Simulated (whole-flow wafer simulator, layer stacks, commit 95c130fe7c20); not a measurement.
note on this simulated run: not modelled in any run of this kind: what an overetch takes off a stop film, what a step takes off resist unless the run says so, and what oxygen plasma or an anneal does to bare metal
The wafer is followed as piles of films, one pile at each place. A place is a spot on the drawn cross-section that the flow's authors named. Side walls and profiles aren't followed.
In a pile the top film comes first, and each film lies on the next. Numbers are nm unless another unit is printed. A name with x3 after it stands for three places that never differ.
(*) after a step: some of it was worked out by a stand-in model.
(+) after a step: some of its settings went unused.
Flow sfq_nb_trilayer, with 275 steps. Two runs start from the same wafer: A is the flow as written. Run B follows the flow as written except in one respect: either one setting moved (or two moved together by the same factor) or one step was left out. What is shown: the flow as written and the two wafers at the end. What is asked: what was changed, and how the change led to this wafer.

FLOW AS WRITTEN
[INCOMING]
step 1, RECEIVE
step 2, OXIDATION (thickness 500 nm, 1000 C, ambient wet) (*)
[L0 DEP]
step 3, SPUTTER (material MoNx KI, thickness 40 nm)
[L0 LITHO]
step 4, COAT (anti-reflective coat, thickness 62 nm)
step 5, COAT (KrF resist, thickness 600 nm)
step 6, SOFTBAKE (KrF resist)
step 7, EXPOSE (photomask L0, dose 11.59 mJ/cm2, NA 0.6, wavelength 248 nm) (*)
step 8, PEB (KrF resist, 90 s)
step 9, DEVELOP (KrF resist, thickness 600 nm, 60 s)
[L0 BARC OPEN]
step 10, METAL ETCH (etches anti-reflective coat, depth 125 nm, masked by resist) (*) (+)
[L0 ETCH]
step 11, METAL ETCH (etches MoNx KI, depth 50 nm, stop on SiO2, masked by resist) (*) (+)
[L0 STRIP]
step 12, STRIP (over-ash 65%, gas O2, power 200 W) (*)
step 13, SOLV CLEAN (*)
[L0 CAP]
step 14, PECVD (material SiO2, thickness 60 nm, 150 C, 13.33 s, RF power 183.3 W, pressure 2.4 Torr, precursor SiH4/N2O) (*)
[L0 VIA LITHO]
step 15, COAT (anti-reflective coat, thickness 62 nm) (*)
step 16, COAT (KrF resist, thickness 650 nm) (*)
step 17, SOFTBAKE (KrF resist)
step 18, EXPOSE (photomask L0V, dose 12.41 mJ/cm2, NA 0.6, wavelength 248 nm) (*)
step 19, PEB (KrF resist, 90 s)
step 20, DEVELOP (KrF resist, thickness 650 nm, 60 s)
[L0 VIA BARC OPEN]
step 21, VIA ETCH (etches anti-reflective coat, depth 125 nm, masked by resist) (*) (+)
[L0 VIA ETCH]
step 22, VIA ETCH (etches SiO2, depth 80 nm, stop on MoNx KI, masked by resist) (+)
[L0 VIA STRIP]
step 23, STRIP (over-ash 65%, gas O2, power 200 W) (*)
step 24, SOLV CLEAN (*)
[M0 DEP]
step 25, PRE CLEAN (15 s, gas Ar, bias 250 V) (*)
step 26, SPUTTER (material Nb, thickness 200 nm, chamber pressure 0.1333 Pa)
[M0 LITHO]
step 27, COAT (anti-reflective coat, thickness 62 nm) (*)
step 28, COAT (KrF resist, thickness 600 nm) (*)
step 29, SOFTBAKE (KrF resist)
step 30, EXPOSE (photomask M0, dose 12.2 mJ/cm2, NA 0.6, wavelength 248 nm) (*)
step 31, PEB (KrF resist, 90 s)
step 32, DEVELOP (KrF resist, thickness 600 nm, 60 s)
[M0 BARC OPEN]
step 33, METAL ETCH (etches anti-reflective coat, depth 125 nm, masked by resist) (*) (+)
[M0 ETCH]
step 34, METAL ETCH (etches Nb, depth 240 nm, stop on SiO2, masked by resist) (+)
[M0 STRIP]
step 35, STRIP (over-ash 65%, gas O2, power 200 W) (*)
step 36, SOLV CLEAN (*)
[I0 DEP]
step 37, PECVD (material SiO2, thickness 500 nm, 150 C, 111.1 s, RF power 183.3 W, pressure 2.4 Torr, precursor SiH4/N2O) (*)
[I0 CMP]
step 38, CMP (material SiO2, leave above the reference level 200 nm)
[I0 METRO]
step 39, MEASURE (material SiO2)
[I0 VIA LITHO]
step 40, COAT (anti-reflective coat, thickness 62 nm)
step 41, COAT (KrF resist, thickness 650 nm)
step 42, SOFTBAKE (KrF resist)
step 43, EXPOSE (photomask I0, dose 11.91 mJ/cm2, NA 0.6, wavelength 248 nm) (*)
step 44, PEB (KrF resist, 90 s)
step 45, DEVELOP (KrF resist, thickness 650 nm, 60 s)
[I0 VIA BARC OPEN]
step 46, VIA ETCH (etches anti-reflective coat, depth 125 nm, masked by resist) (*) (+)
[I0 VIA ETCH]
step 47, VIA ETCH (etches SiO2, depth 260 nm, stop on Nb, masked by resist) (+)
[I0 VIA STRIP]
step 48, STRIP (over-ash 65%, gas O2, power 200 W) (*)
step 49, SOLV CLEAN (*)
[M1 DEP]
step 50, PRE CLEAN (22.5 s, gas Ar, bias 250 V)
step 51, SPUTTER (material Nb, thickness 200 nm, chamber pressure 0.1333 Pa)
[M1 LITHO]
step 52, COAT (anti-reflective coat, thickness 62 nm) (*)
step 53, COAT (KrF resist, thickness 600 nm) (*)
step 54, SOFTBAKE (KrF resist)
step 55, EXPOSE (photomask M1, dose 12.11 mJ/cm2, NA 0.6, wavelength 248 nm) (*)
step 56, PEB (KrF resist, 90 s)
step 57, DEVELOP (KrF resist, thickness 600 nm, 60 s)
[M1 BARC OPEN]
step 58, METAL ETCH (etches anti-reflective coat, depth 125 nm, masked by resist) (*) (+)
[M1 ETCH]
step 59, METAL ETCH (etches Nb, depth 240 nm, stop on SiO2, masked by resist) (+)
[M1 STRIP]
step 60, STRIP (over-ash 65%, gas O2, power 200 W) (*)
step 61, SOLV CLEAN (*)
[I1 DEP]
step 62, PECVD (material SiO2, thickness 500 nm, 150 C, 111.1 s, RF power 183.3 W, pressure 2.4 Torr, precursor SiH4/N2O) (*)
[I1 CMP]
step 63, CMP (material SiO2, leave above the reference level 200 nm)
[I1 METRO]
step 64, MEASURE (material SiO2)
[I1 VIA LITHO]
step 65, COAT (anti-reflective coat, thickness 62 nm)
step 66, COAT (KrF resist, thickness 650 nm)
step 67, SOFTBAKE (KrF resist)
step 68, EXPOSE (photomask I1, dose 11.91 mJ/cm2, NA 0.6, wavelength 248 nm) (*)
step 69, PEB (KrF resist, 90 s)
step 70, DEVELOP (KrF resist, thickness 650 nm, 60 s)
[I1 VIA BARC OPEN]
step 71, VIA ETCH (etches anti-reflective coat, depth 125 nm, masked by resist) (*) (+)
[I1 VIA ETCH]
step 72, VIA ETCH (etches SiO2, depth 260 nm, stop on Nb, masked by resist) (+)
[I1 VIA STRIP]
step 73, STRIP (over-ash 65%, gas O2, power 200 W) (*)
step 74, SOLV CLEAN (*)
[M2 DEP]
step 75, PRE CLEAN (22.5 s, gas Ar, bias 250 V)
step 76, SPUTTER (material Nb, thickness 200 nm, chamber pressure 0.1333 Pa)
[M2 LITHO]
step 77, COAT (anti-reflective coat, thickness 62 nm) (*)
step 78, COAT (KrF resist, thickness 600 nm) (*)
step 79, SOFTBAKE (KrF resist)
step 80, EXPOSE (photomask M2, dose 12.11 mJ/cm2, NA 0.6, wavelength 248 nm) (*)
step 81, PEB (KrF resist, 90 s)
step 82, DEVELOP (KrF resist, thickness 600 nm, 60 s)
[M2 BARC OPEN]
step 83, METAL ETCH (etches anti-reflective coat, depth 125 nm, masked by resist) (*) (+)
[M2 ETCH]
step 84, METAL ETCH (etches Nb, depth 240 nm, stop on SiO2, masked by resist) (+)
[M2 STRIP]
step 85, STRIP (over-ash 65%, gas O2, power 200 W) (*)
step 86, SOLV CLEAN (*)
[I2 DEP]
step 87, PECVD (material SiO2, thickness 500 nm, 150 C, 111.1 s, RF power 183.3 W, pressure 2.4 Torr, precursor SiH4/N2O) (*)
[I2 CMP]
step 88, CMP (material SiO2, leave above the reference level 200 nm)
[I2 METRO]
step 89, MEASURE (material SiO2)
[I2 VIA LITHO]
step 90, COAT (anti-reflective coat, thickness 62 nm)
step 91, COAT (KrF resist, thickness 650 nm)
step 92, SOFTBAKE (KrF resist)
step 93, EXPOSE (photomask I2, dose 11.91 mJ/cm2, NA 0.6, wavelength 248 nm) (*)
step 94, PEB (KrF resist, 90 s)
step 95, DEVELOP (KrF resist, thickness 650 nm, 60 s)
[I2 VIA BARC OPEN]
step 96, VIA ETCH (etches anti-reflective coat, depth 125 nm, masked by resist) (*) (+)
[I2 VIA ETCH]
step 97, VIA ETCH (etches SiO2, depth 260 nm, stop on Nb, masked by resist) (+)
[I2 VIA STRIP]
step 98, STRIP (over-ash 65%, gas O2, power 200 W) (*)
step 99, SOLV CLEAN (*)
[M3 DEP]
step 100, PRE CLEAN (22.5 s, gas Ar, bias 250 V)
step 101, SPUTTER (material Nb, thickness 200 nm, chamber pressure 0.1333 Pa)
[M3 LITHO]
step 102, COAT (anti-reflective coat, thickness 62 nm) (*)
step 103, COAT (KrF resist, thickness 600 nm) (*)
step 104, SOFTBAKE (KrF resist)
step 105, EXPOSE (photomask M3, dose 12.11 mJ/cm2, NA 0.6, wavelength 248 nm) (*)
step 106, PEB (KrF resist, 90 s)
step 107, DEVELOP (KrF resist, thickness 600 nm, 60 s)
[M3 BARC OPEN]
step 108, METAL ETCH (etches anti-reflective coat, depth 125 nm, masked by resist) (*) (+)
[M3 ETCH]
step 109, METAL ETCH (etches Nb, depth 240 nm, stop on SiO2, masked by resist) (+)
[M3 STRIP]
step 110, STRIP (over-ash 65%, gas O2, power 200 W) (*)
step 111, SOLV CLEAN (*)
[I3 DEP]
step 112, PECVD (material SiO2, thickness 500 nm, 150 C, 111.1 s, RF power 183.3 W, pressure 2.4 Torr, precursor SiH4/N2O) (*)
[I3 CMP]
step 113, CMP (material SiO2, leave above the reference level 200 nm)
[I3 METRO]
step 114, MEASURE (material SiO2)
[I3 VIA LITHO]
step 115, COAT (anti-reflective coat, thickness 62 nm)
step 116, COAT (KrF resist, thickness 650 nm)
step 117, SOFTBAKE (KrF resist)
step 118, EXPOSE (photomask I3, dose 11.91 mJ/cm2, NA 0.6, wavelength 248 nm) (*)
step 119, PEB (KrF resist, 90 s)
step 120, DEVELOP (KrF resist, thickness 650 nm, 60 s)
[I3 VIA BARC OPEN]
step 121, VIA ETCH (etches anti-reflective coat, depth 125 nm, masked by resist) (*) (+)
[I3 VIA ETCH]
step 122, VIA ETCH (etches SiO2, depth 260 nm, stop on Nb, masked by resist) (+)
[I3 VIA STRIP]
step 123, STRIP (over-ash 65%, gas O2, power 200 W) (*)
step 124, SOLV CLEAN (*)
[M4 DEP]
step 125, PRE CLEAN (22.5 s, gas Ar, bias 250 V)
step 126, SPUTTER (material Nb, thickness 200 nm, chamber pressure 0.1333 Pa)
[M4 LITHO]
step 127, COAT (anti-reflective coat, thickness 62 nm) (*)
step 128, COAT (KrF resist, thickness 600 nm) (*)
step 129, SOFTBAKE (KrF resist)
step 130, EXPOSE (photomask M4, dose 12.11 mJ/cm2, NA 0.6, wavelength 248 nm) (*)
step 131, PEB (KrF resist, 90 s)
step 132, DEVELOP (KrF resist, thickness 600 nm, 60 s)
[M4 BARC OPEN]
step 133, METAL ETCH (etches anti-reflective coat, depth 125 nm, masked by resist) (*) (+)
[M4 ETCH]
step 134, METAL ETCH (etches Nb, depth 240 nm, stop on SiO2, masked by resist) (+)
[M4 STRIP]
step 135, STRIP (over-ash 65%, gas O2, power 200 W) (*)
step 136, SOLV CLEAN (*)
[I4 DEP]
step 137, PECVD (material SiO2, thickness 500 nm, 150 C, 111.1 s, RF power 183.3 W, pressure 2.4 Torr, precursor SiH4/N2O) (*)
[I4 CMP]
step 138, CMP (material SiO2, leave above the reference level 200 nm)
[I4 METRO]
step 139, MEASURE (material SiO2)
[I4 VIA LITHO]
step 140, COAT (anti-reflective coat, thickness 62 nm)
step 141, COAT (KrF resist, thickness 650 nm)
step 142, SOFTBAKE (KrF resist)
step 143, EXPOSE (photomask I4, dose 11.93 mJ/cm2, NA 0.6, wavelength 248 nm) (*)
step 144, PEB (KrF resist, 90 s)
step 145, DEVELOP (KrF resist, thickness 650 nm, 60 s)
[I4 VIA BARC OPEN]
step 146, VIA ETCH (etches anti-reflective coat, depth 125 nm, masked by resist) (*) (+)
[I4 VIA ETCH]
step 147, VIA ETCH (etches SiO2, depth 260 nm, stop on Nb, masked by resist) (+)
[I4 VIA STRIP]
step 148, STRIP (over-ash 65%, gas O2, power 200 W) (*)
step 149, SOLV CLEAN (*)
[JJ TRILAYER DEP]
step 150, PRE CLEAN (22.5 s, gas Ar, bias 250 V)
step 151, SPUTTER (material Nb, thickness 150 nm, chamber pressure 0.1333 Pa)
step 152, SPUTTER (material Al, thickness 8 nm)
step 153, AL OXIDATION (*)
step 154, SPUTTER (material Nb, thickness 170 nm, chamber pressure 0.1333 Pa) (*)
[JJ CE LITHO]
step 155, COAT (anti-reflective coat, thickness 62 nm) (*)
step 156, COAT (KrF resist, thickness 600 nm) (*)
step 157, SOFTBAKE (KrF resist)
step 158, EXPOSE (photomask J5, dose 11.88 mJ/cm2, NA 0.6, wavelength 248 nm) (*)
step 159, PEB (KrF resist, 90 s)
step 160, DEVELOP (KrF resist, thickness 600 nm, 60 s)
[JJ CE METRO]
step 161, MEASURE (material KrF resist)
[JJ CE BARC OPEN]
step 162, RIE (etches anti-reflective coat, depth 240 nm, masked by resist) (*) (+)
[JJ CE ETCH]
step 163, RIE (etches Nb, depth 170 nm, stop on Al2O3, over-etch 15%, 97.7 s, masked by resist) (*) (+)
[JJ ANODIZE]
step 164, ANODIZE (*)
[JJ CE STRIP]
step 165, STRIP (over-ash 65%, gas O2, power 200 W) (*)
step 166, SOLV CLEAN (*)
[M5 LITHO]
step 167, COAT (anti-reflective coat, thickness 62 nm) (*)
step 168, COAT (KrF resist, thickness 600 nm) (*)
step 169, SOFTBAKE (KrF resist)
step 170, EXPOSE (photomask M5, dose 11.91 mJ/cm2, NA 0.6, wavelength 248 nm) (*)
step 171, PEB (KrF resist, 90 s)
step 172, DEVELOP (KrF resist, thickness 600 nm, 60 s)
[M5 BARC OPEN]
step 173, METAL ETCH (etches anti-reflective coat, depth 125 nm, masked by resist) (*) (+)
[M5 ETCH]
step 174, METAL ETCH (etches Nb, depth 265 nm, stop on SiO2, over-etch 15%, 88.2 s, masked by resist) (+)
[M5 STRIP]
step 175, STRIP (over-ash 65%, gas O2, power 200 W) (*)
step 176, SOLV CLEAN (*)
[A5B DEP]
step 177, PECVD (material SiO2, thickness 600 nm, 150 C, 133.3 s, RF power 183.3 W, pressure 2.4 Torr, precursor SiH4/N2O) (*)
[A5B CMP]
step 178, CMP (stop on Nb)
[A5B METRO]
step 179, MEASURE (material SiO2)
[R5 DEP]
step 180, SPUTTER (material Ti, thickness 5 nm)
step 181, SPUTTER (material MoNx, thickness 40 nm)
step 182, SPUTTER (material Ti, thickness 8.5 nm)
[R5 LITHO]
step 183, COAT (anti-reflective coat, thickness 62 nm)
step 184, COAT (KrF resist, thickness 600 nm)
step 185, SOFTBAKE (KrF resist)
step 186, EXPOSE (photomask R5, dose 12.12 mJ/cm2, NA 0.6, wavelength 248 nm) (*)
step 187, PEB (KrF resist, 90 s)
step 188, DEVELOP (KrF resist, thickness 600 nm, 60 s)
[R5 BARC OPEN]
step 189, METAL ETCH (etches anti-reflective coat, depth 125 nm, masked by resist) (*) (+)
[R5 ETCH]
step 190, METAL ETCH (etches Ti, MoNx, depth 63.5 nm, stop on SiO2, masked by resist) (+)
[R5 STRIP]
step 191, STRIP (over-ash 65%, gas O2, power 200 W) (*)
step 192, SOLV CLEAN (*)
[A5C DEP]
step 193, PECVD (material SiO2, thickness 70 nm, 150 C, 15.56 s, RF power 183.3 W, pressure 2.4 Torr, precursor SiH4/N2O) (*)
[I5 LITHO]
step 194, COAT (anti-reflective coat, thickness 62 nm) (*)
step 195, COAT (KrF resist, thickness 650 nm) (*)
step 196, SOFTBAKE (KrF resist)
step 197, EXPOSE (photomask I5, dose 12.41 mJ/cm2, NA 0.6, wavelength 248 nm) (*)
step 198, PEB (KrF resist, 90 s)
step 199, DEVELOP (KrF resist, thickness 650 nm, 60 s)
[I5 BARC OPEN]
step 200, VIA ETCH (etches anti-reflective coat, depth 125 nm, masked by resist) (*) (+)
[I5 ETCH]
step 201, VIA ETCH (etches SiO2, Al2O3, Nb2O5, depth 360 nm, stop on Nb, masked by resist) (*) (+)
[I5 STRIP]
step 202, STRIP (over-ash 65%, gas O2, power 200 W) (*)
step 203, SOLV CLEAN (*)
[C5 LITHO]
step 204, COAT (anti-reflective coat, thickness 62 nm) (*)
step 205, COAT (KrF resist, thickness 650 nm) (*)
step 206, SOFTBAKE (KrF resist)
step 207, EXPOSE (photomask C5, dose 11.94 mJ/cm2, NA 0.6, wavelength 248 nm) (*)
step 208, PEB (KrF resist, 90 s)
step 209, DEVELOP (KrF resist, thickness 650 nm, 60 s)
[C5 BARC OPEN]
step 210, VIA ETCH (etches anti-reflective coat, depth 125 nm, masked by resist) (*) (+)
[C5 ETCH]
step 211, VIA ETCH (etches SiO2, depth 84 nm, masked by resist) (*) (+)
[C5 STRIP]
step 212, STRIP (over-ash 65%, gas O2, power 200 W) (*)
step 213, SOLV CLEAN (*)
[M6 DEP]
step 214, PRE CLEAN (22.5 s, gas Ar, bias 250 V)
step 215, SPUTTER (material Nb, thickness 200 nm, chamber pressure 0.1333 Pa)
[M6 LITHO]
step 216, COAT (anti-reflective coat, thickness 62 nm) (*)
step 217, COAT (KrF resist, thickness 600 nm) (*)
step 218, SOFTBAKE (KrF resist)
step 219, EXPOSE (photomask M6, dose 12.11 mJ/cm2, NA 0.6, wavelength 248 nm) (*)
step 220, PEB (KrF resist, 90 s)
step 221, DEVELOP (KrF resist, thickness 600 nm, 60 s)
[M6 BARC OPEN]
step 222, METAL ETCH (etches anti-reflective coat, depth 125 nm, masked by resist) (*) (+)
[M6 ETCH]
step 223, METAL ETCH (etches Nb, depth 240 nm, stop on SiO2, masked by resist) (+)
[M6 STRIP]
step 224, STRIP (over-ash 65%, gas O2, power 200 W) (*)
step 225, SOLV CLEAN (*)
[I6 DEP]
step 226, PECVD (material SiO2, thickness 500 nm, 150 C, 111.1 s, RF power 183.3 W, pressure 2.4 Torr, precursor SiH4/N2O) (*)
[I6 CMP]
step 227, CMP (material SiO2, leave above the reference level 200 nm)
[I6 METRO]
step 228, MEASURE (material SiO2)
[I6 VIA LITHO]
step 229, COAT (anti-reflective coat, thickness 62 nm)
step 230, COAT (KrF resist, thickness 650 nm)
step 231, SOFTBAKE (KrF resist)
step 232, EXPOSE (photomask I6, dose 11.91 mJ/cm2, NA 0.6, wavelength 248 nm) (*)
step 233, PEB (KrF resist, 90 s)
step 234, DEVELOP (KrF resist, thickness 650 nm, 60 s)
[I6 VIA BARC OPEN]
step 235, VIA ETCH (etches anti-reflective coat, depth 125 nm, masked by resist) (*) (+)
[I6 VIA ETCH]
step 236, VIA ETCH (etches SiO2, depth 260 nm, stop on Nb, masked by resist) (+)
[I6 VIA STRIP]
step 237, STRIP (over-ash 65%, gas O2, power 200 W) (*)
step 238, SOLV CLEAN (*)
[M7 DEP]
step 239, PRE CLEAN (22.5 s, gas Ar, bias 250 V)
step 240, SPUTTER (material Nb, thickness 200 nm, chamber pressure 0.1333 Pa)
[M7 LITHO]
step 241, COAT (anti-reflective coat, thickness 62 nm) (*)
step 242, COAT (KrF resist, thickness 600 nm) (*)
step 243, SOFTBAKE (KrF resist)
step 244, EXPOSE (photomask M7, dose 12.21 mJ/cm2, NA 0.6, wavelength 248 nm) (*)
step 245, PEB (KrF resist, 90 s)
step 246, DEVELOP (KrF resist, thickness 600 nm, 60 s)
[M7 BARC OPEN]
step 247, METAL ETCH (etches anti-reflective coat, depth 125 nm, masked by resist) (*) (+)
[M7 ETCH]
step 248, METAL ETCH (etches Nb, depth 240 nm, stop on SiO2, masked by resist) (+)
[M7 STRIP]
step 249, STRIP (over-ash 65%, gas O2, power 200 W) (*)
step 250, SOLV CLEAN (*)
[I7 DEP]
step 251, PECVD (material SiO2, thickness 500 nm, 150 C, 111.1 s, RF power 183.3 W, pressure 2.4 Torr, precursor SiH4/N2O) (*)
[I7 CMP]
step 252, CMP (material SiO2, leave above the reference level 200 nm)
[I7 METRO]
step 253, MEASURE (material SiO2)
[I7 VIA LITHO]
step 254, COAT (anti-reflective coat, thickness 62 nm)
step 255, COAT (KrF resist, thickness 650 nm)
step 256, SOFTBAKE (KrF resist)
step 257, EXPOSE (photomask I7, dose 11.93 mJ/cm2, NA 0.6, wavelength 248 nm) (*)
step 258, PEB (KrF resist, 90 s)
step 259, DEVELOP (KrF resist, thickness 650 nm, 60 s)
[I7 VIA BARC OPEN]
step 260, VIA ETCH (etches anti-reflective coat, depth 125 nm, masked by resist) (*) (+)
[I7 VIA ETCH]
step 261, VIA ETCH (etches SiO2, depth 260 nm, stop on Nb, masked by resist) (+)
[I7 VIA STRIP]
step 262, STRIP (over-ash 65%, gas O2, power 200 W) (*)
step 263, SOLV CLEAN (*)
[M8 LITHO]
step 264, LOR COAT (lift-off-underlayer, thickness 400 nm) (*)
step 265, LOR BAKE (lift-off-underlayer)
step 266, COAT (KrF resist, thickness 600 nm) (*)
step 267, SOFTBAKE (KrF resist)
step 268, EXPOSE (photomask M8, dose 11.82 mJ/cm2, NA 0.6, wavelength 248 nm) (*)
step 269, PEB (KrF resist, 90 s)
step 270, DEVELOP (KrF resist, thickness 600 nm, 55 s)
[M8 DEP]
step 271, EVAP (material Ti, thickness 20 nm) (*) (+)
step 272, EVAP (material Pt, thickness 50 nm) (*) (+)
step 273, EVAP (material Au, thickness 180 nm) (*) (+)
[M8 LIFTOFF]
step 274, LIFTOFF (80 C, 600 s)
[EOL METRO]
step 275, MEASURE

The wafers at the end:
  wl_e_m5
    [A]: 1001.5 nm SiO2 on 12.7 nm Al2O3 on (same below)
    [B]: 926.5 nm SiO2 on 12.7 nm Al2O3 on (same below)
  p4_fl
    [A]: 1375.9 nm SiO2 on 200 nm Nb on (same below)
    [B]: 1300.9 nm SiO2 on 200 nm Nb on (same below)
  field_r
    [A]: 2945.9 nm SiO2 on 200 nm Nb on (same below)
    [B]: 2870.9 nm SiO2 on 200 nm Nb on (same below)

The reason: step 215, SPUTTER: thickness 125 nm was run, whereas the flow has thickness 200 nm.

The path from the change to this, step by step:
  step 215, SPUTTER (material Nb, thickness 200 nm, chamber pressure 0.1333 Pa)
      field_l, v_sur, via_wl and 100 more: A Nb gains 200 (new film) | B Nb gains 125 (new film)
      be: A Nb gains 147.3 | B Nb gains 92.5
      (also at 2 further places)
  step 216, COAT (anti-reflective coat, thickness 62 nm) (*)
      be: A anti-reflective coat gains 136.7 (new film) | B anti-reflective coat gains 130.6 (new film)
      c5j: A anti-reflective coat gains 110.7 (new film) | B anti-reflective coat gains 108.2 (new film)
  step 223, METAL ETCH (etches Nb, depth 240 nm, stop on SiO2, masked by resist) (+)
      field_l, gap, moat and 76 more: A Nb loses 200 (all of it) | B Nb loses 125 (all of it)
      v_sur, via_wl, via_w and 24 more: A KrF resist loses 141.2 | B KrF resist loses 110.3
  step 224, STRIP (over-ash 65%, gas O2, power 200 W) (*)
      wl_j_sl, wl_j_sr: A KrF resist loses 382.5 (all of it), anti-reflective coat loses 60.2 (all of it) | B KrF resist loses 413.4 (all of it), anti-reflective coat loses 60.2 (all of it)
      m6r_line_l, m6r_line_r: A KrF resist loses 382.4 (all of it), anti-reflective coat loses 62 (all of it) | B KrF resist loses 413.3 (all of it), anti-reflective coat loses 62 (all of it)
      (also at 23 further places)
  step 226, PECVD (material SiO2, thickness 500 nm, 150 C, 111.1 s, RF power 183.3 W, pressure 2.4 Torr, precursor SiH4/N2O) (*)
      gap, wl_a_sl, m6r_space_l, m6r_space_r: A SiO2 gains 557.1 | B SiO2 gains 500
      be: A SiO2 gains 693.5 (new film) | B SiO2 gains 665.2 (new film)
  step 227, CMP (material SiO2, leave above the reference level 200 nm)
      field_l, p4_fl, p4_fm and 59 more: A SiO2 loses 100 | B SiO2 loses 175
      moat, field_r, lsp_l, ln_m5, lsp_m: A SiO2 loses 93.6 | B SiO2 loses 175
      (also at 13 further places)
